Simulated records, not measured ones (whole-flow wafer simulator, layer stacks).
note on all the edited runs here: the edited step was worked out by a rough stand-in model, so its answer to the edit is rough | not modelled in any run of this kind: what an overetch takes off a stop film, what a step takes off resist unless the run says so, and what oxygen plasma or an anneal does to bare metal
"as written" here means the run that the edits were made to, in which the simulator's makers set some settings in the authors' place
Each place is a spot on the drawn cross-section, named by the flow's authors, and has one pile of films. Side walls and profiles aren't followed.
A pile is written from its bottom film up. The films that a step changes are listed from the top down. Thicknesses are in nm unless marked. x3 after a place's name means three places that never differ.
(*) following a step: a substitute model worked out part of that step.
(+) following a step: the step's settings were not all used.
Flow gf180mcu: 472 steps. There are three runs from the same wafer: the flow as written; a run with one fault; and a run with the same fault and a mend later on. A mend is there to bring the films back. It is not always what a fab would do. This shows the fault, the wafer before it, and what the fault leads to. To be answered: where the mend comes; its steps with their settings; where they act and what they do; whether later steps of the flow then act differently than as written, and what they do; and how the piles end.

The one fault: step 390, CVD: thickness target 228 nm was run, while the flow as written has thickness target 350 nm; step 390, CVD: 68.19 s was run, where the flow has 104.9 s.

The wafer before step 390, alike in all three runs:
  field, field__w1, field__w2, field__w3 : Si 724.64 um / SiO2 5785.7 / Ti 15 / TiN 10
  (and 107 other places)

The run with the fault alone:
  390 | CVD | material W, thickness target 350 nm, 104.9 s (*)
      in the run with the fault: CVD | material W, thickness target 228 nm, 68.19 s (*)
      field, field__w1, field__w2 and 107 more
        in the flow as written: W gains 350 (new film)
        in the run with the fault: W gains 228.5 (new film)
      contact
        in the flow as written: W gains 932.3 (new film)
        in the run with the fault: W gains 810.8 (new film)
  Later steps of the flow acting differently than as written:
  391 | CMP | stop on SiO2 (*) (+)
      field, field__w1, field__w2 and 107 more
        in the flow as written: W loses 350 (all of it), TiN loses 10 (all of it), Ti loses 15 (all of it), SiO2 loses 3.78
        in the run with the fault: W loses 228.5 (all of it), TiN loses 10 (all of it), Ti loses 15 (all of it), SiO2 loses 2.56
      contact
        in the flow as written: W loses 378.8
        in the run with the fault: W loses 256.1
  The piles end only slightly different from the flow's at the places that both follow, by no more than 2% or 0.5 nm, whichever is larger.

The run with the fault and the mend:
  The mend stands after step 390.
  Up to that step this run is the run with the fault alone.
  390a | CVD | material W, thickness target 122 nm, 36.57 s (the flow's step 390 again, with other settings)
      field, field__w1, field__w2 and 108 more
        W gains 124
  Every later step of the flow that is run acts as written, at every place that is followed, to within 2% or 0.5 nm, whichever is larger.
  The piles end only slightly different from the flow's at the places that both follow, by no more than 2% or 0.5 nm, whichever is larger.
